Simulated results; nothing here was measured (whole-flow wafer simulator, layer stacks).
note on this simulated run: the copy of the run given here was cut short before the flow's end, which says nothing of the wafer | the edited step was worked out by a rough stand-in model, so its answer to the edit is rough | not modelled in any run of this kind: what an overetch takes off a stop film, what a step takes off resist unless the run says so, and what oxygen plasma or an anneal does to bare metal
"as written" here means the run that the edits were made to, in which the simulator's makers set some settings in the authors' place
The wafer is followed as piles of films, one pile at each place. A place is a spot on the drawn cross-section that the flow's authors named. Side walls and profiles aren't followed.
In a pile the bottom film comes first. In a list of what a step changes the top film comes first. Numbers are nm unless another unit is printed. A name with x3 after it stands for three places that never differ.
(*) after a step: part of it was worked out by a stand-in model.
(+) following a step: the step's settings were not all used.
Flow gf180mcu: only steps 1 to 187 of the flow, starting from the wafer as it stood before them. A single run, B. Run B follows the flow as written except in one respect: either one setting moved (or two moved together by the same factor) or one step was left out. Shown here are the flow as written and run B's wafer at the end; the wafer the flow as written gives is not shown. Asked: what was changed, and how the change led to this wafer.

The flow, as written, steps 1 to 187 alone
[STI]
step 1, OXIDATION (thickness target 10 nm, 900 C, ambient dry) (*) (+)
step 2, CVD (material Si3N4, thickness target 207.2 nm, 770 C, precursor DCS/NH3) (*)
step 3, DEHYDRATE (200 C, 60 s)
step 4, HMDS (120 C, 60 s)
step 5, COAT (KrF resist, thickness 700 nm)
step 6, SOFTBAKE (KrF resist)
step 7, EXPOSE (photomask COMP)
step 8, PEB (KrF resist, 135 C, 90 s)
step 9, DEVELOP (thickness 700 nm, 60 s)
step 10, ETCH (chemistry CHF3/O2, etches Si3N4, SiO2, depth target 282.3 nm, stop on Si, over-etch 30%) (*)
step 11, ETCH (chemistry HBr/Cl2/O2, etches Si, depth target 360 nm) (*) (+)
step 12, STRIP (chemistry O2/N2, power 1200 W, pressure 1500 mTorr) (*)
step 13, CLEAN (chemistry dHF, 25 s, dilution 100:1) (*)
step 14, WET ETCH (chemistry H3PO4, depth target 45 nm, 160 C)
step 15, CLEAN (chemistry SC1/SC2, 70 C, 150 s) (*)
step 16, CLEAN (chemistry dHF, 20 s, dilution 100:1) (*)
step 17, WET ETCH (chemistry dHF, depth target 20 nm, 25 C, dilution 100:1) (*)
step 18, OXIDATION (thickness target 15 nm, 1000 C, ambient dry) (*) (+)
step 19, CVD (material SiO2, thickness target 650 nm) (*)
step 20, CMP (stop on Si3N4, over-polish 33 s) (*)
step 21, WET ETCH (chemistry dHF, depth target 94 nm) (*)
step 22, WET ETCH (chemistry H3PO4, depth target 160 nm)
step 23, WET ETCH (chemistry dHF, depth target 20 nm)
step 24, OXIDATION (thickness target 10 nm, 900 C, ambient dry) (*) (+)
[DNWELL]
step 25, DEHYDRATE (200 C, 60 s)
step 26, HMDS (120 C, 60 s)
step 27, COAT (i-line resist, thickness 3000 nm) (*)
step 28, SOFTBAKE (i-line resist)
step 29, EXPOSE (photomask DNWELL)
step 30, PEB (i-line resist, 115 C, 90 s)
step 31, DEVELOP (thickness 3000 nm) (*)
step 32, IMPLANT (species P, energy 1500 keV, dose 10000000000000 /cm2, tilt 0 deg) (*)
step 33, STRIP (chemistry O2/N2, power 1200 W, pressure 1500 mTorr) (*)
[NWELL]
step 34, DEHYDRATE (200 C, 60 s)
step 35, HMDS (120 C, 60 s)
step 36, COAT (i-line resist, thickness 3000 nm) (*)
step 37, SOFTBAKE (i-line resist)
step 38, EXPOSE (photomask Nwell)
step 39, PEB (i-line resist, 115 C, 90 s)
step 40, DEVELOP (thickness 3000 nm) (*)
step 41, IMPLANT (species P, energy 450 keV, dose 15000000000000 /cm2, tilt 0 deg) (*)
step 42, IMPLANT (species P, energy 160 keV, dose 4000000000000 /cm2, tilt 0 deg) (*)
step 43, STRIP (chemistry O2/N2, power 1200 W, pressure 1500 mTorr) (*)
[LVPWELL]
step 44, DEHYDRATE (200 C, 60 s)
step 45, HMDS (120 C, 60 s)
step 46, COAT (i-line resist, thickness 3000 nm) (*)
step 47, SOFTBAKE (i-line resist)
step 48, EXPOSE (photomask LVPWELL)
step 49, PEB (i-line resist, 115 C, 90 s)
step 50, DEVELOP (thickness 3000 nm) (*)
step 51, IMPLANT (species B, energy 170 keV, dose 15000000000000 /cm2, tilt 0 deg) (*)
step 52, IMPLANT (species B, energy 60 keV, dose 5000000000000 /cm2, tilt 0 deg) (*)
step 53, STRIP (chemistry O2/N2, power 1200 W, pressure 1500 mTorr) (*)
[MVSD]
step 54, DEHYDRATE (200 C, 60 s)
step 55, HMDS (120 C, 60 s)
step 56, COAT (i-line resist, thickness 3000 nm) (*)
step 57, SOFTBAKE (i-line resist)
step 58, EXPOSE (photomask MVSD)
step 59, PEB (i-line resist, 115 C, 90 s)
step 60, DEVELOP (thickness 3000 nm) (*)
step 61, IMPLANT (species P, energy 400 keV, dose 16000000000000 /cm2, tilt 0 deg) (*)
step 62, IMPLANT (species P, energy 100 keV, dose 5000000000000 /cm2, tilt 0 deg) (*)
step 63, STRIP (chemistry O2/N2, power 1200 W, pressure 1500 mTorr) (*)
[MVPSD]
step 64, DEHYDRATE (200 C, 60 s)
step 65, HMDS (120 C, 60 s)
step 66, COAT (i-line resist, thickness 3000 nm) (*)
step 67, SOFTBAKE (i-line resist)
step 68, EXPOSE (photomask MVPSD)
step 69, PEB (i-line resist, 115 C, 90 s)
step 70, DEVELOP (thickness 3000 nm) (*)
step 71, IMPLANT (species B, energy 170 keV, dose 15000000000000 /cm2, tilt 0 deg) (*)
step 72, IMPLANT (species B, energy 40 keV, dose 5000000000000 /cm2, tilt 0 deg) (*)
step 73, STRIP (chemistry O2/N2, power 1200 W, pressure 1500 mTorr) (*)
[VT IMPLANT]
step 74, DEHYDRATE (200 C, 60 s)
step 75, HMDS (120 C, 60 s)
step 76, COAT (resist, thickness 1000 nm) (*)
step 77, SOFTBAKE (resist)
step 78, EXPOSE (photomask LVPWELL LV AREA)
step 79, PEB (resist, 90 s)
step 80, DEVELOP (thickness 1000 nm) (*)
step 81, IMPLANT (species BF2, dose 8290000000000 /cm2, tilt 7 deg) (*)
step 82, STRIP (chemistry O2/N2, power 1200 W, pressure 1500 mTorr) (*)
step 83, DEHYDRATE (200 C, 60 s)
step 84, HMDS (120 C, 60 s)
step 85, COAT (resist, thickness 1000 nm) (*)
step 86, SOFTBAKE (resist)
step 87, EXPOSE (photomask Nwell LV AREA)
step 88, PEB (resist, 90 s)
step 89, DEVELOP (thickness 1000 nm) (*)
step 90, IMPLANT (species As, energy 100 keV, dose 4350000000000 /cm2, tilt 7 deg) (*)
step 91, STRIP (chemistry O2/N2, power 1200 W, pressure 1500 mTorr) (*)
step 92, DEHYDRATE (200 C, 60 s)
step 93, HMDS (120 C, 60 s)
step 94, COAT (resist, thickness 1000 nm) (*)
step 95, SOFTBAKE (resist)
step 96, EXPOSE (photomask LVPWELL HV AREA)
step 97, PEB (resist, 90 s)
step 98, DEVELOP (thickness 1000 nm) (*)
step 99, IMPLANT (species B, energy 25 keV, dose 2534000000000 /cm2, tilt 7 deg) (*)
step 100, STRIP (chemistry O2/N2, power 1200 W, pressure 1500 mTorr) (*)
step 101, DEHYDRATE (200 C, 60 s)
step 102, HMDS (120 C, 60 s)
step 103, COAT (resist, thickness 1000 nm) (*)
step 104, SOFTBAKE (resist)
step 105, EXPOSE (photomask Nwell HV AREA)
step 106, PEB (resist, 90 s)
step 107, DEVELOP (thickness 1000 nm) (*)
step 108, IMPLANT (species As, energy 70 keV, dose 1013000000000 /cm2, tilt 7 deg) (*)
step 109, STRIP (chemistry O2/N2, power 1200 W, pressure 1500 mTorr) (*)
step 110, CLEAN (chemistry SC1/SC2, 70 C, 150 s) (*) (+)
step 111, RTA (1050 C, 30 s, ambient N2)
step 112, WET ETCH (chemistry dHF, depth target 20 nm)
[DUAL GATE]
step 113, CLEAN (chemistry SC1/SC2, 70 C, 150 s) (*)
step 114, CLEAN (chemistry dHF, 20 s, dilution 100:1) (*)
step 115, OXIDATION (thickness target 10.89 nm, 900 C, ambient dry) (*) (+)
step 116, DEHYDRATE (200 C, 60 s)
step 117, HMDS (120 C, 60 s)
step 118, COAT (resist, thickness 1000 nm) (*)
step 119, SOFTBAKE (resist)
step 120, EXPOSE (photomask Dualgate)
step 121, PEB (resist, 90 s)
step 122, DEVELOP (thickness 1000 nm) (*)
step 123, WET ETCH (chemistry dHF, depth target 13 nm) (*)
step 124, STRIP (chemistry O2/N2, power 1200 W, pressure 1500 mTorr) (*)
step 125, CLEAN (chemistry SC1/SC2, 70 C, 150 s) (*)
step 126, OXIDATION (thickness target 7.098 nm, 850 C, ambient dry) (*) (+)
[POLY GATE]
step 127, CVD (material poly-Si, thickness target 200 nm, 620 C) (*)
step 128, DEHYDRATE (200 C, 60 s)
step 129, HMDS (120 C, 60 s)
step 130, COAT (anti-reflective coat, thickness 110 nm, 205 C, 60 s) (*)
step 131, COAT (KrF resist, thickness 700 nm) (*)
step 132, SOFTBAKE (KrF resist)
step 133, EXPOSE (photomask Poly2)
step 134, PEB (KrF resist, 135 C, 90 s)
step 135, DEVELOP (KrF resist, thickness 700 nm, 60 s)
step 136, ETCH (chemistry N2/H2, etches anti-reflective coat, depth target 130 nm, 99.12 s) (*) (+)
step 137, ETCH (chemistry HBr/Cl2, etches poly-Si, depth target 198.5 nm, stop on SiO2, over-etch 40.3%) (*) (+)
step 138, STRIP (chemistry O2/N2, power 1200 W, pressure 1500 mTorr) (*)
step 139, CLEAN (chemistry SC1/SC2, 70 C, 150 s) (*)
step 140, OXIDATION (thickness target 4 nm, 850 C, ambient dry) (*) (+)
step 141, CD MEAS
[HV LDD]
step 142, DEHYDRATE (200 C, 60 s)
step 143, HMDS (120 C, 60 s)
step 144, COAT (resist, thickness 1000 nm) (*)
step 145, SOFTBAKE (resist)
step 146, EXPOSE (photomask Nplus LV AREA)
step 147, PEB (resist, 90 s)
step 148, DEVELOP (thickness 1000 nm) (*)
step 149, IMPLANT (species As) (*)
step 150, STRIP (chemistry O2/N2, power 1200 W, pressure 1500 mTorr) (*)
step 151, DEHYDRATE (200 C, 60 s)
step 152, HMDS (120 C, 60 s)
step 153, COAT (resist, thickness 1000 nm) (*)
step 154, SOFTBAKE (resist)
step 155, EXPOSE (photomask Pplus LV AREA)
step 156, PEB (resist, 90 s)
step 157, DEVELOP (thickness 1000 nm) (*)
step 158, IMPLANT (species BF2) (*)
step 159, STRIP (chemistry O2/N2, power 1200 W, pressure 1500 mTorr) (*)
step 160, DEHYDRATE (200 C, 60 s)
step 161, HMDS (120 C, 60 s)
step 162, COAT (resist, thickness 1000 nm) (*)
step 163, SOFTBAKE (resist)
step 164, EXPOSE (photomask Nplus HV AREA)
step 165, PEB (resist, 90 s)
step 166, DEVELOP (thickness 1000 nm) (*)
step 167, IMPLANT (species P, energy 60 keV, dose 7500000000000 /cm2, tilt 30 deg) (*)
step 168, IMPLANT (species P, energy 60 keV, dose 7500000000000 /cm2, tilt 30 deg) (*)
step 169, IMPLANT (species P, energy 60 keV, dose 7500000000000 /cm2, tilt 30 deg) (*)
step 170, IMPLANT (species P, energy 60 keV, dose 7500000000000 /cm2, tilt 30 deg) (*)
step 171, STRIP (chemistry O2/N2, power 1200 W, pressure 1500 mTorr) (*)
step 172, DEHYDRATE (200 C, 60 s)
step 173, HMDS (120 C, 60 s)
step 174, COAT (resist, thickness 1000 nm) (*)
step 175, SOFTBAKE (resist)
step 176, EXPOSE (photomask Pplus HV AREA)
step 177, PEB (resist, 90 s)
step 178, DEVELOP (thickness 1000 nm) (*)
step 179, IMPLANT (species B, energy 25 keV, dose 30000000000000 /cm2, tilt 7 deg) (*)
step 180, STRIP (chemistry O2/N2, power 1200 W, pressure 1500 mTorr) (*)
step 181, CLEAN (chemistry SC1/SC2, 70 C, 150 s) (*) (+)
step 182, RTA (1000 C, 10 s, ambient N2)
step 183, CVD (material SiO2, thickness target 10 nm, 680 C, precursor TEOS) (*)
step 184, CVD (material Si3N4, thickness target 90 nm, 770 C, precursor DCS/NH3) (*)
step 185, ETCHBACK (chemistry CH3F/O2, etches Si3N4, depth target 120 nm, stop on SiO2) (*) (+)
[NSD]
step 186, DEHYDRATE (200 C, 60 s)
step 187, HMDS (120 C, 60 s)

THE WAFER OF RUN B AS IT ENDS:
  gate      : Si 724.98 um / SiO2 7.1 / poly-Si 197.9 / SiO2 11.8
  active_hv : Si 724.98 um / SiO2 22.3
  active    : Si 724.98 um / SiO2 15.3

What caused this: step 184, CVD: thickness target 97.4 nm was run, whereas the flow has thickness target 90 nm.

How this came from the change, step by step:
  step 184, CVD (material Si3N4, thickness target 90 nm, 770 C, precursor DCS/NH3) (*)
      field, field__w1, field__w2 and 101 more: Si3N4 gains 97.4 (new film) (it would be, as written: Si3N4 gains 90 (new film))
  step 185, ETCHBACK (chemistry CH3F/O2, etches Si3N4, depth target 120 nm, stop on SiO2) (*) (+)
      field, field__w1, field__w2 and 100 more: Si3N4 loses 97.4 (all of it), SiO2 loses 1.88 (it would be, as written: Si3N4 loses 90 (all of it), SiO2 loses 2.5)
